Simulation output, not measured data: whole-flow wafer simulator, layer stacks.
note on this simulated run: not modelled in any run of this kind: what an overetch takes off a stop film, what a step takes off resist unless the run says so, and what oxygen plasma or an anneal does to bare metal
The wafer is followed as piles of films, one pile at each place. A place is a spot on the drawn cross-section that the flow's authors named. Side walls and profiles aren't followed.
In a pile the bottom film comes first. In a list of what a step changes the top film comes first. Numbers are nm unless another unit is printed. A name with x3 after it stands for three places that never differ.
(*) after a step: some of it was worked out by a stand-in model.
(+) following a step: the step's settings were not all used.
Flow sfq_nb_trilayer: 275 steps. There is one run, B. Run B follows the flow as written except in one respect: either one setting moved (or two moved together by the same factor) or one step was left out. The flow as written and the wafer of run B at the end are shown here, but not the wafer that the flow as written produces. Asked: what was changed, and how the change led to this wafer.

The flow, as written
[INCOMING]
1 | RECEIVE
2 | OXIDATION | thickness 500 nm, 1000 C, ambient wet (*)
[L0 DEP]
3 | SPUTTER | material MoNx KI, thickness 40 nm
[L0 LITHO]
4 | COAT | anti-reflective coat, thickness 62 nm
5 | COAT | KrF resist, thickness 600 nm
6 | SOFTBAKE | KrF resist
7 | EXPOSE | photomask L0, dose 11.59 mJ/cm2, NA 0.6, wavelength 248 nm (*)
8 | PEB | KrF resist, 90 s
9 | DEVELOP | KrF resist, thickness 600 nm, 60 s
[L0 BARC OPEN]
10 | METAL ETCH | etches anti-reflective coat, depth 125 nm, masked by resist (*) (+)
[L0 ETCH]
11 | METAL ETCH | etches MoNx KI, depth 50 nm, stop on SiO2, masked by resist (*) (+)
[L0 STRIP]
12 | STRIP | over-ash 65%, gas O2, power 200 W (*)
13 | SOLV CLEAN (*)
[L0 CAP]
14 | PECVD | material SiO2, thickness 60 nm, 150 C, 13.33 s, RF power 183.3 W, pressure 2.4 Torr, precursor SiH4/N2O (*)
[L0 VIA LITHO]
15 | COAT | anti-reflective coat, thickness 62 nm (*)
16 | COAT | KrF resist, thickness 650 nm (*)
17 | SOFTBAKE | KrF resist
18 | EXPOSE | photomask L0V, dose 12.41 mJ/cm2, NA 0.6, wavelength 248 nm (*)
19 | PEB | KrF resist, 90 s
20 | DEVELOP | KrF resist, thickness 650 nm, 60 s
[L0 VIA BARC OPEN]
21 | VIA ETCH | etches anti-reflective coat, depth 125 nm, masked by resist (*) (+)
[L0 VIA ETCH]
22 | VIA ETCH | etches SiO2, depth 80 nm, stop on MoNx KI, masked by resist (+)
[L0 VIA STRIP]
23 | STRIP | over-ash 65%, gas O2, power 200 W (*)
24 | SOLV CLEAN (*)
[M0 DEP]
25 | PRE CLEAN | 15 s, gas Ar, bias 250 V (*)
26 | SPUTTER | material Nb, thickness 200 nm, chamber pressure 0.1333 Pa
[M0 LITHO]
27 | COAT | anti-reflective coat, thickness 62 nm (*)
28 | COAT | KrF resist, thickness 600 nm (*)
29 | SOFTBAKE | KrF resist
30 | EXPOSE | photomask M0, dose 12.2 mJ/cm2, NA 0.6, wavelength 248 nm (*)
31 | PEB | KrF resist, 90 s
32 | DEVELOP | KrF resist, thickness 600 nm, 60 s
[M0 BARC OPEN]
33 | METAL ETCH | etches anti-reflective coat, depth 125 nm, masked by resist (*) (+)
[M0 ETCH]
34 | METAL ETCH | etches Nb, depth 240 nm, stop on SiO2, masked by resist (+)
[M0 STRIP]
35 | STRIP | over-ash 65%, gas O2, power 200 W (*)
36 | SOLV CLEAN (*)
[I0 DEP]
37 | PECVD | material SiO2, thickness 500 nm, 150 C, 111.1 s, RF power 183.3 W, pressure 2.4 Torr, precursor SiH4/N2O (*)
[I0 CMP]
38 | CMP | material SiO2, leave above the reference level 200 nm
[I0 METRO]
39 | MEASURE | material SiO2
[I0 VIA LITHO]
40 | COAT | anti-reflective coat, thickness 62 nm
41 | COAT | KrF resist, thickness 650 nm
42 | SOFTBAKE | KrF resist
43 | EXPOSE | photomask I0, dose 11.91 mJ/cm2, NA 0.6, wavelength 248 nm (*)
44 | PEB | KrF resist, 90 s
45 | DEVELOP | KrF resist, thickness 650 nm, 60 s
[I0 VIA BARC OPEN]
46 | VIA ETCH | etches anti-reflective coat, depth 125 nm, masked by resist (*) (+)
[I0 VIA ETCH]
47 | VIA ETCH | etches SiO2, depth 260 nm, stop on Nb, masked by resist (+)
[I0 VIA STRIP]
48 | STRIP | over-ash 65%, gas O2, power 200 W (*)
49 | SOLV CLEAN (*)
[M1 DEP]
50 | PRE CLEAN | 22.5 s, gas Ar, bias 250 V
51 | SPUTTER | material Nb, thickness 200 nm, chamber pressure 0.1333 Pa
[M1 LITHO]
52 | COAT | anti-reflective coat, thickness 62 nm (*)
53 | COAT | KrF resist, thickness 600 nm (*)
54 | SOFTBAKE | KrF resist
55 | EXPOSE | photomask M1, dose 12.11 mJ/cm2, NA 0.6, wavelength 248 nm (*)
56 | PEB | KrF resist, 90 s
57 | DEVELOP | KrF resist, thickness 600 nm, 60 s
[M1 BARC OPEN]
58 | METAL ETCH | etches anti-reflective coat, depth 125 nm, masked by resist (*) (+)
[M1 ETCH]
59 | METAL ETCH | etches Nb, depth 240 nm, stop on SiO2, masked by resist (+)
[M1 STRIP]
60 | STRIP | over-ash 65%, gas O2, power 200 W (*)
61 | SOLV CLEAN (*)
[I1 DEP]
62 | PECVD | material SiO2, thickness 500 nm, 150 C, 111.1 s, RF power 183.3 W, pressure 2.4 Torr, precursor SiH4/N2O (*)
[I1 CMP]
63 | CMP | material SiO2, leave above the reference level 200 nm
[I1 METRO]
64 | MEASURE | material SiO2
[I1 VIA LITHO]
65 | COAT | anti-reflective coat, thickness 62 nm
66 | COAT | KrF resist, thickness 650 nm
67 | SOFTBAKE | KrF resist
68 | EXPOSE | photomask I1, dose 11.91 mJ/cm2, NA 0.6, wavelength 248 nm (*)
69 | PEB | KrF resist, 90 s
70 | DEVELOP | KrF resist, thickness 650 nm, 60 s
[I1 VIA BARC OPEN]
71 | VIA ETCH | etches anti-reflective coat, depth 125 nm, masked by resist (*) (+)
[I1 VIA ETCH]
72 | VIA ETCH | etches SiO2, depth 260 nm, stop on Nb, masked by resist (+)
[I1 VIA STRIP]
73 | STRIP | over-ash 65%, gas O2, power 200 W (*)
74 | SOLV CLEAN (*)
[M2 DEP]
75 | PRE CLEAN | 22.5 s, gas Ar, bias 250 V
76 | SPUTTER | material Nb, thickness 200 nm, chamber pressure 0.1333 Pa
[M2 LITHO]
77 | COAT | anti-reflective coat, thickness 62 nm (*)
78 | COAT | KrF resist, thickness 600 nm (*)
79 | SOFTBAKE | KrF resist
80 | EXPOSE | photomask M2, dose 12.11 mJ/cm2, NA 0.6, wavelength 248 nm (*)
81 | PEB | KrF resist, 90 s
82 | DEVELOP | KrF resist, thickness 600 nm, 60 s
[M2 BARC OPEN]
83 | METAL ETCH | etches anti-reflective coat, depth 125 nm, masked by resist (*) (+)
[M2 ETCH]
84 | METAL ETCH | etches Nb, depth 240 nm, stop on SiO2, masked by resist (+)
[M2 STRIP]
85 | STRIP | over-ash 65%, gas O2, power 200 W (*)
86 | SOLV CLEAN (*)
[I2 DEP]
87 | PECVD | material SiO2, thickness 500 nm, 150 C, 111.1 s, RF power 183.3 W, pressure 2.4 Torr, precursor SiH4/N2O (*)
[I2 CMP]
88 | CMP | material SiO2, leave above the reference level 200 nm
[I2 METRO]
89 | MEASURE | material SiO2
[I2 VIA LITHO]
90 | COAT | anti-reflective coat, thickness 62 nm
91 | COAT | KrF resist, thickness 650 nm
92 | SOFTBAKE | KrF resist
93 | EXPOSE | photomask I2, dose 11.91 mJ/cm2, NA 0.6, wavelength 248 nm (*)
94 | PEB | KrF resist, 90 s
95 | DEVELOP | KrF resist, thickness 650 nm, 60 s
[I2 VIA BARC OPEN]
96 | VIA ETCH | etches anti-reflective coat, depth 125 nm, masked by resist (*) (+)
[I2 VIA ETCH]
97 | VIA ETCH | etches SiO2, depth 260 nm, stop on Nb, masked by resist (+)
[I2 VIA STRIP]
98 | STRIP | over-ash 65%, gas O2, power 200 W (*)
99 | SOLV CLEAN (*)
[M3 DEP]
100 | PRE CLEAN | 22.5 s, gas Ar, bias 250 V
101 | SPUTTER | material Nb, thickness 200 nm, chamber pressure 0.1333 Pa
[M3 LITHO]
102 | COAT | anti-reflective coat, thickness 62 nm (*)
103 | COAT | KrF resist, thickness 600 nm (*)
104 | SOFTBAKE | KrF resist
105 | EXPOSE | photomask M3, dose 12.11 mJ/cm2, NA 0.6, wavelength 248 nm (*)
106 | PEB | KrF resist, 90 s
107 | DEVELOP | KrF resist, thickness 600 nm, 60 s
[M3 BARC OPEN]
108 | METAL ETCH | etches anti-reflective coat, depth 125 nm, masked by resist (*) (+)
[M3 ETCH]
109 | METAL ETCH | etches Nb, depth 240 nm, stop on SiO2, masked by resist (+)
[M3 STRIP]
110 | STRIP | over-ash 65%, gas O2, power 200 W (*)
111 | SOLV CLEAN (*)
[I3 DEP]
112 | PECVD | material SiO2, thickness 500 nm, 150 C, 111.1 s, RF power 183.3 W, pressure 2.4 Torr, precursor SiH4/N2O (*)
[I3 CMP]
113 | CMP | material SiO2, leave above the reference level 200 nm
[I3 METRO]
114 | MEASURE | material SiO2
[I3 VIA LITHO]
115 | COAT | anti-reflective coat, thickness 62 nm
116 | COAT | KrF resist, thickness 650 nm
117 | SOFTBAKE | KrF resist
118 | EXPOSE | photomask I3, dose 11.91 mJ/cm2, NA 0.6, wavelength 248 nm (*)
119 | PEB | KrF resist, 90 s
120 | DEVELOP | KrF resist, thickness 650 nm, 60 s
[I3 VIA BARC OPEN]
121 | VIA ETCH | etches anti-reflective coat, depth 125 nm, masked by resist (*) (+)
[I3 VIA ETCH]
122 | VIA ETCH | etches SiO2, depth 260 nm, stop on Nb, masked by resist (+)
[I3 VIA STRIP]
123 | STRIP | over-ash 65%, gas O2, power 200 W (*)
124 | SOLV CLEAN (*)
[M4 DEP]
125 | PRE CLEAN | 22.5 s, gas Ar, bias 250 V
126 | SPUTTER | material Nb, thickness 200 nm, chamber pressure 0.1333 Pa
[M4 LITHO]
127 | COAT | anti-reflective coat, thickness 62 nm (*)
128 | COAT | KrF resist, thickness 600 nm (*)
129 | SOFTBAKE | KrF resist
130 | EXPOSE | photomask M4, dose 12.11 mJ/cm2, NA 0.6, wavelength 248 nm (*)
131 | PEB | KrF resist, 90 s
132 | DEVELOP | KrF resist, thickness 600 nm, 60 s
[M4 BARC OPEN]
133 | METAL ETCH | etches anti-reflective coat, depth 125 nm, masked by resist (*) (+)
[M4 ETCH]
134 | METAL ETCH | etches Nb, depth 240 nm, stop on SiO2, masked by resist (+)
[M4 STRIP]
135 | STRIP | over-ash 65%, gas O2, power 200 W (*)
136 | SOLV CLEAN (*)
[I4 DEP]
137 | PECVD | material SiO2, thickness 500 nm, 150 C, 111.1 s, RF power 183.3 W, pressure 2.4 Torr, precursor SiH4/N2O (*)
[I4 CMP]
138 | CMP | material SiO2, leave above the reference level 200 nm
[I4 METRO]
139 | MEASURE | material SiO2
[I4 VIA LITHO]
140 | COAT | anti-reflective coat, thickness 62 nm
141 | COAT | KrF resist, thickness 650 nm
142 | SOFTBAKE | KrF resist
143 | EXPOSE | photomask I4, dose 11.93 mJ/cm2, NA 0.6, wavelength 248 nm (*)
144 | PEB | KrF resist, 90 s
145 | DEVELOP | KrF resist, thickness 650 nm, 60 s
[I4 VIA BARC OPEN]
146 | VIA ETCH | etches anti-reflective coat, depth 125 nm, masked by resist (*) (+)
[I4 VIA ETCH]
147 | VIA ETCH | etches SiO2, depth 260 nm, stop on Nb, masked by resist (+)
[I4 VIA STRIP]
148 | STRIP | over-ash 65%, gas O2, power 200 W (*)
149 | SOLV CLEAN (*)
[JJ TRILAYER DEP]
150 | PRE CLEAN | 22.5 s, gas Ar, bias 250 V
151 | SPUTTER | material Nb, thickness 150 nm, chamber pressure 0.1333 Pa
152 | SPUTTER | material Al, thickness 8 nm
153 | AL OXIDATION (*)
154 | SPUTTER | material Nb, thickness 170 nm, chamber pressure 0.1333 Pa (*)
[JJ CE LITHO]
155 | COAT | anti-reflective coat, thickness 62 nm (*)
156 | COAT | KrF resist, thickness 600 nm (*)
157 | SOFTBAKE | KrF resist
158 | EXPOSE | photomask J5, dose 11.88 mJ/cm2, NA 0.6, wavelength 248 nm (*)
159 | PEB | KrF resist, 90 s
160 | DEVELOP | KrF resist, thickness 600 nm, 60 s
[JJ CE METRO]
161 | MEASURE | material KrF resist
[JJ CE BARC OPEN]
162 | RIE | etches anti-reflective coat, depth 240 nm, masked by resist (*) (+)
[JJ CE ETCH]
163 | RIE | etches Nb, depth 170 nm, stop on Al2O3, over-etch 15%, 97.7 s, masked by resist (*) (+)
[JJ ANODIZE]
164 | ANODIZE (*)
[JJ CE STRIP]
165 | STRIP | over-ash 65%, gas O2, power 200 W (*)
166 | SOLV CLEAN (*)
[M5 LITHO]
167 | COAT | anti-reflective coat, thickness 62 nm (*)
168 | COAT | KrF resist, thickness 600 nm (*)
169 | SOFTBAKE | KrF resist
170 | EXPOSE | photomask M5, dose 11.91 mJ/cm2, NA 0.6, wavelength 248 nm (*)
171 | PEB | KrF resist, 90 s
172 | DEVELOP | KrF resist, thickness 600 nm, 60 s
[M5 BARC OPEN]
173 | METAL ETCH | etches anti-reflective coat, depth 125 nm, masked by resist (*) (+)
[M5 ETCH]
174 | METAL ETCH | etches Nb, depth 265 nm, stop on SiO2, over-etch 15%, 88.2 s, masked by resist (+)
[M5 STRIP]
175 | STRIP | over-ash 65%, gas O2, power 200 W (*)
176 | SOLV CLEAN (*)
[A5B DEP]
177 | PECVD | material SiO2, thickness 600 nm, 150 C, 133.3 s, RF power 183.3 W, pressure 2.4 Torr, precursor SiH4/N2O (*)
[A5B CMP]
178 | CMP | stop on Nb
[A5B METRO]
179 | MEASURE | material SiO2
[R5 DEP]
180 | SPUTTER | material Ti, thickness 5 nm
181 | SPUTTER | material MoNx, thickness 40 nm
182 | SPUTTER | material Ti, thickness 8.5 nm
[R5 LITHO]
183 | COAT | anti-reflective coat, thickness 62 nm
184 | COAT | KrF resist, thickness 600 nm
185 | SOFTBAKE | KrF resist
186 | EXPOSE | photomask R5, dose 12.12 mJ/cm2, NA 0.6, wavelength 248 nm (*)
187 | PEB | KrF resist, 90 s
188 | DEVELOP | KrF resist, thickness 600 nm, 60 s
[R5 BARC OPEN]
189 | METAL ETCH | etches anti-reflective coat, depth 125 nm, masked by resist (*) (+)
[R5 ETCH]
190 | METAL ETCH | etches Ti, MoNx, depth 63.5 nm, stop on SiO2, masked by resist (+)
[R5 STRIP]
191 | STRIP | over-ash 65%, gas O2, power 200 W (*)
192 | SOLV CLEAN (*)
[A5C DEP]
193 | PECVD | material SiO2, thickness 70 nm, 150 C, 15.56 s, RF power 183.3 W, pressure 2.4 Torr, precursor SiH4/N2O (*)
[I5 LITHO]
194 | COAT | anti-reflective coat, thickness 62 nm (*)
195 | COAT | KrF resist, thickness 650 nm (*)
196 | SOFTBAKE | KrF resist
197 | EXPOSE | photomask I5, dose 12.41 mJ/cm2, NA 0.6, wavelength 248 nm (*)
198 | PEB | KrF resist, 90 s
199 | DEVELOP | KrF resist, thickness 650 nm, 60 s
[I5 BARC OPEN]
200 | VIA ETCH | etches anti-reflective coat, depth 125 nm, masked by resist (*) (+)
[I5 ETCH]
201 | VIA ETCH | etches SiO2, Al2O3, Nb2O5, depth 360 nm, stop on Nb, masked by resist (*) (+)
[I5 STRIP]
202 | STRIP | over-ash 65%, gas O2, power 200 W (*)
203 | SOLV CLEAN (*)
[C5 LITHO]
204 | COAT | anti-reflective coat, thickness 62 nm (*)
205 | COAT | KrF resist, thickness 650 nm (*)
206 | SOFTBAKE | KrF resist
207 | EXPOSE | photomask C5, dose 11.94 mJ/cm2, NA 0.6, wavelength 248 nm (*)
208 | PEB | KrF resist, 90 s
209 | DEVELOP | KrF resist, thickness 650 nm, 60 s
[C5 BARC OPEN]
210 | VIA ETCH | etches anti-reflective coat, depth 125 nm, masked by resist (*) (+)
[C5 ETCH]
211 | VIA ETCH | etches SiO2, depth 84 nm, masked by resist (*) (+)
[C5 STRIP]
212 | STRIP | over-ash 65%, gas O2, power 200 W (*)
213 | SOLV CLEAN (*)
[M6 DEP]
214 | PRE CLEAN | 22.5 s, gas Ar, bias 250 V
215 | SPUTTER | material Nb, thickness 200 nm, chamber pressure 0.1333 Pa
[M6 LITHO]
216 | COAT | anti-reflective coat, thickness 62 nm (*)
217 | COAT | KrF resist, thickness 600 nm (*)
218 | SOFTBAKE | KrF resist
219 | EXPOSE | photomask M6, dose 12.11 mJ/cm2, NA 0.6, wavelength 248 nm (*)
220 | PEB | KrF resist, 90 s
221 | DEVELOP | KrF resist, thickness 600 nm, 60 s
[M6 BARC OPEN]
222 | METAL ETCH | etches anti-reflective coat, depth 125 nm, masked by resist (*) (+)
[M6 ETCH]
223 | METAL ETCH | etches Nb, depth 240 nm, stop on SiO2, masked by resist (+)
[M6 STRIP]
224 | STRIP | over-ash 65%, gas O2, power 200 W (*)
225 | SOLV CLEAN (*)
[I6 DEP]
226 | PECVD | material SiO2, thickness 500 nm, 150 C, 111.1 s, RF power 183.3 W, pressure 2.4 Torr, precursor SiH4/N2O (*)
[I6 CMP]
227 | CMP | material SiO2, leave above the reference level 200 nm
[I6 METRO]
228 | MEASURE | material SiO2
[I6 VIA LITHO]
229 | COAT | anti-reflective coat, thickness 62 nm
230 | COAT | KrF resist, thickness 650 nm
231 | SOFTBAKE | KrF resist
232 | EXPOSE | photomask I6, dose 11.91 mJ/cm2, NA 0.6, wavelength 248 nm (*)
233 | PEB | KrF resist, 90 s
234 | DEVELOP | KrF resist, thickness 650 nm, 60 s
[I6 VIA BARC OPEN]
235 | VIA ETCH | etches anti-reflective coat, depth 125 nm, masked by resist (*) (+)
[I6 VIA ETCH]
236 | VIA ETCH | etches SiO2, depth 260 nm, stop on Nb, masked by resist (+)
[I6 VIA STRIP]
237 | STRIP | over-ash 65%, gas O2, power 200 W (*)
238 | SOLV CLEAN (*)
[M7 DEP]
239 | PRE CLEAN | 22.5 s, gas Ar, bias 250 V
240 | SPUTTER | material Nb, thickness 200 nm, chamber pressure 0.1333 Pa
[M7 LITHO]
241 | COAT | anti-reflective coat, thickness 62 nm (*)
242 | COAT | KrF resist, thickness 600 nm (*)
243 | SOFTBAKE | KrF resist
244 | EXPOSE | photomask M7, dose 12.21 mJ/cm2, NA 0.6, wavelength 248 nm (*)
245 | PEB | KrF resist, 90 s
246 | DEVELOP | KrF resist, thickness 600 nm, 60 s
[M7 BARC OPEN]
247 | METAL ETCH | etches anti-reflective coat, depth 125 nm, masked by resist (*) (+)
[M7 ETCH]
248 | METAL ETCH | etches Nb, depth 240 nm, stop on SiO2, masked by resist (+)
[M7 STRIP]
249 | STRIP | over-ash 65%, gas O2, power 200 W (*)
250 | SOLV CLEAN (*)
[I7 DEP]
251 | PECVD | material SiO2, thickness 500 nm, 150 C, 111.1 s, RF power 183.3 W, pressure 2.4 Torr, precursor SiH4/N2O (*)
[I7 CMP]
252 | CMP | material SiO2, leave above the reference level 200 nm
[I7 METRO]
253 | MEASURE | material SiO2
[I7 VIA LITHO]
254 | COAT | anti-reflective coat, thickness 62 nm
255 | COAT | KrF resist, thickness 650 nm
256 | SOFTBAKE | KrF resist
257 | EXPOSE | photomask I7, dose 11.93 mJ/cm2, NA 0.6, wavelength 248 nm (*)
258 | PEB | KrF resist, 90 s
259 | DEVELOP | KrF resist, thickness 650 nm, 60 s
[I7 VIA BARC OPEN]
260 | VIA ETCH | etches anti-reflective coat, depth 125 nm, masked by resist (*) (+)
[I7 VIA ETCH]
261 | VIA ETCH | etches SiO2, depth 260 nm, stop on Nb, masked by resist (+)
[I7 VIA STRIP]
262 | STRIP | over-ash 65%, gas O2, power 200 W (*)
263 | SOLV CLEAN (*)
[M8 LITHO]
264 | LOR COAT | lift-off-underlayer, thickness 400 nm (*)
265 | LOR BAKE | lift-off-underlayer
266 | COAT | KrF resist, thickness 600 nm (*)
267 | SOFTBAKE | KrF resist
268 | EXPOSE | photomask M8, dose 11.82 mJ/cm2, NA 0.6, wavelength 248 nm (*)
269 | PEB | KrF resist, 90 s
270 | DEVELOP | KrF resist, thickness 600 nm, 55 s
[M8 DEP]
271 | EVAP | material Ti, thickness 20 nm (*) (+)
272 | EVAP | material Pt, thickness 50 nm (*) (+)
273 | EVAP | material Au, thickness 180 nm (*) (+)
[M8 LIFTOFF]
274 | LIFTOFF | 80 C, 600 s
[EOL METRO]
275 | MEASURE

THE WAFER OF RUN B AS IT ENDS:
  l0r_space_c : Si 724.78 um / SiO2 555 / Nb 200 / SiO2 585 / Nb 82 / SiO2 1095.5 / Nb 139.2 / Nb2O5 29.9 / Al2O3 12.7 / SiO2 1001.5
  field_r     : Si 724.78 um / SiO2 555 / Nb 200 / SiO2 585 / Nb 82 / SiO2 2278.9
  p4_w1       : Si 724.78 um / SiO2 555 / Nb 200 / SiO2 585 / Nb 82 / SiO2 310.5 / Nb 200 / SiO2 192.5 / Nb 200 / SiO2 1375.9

Cause: step 84, METAL ETCH: depth 118 nm was run, whereas the flow has depth 240 nm.

How this came from the change, step by step:
  84 | METAL ETCH | etches Nb, depth 240 nm, stop on SiO2, masked by resist (+)
      field_l, be, be_sur and 81 more: Nb loses 118 (as written it would have been: Nb loses 200 (all of it))
      v_sur, via_wl, via_w and 19 more: KrF resist loses 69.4 (as written it would have been: KrF resist loses 141.2)
  85 | STRIP | over-ash 65%, gas O2, power 200 W (*)
      wl_j_sl, wl_jj, wl_j_sr and 12 more: KrF resist loses 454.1 (all of it), anti-reflective coat loses 62 (all of it) (as written it would have been: KrF resist loses 382.4 (all of it), anti-reflective coat loses 62 (all of it))
      v_sur: KrF resist loses 451.8 (all of it), anti-reflective coat loses 61.4 (all of it) (as written it would have been: KrF resist loses 380 (all of it), anti-reflective coat loses 61.4 (all of it))
      (also at 6 further places)
  87 | PECVD | material SiO2, thickness 500 nm, 150 C, 111.1 s, RF power 183.3 W, pressure 2.4 Torr, precursor SiH4/N2O (*)
      field_l, be, be_sur and 81 more: SiO2 gains 500 (new film) (as written it would have been: SiO2 gains 500)
  88 | CMP | material SiO2, leave above the reference level 200 nm
      field_l, be, be_sur and 81 more: SiO2 loses 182 (as written it would have been: SiO2 loses 100)
With metal films that touch counted as one body, l0r_space_c has 3 bodies (between them, from the top down: SiO2 1095.5; SiO2 585); the flow as written gives 2 bodies (between them, from the top down: SiO2 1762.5).
With metal films that touch counted as one body, field_r has 2 bodies (between them, from the top down: SiO2 585); the flow as written gives 1 body.
With metal films that touch counted as one body, p4_w1 has 4 bodies (between them, from the top down: SiO2 192.5; SiO2 310.5; SiO2 585); the flow as written gives 3 bodies (between them, from the top down: SiO2 192.5; SiO2 977.5).
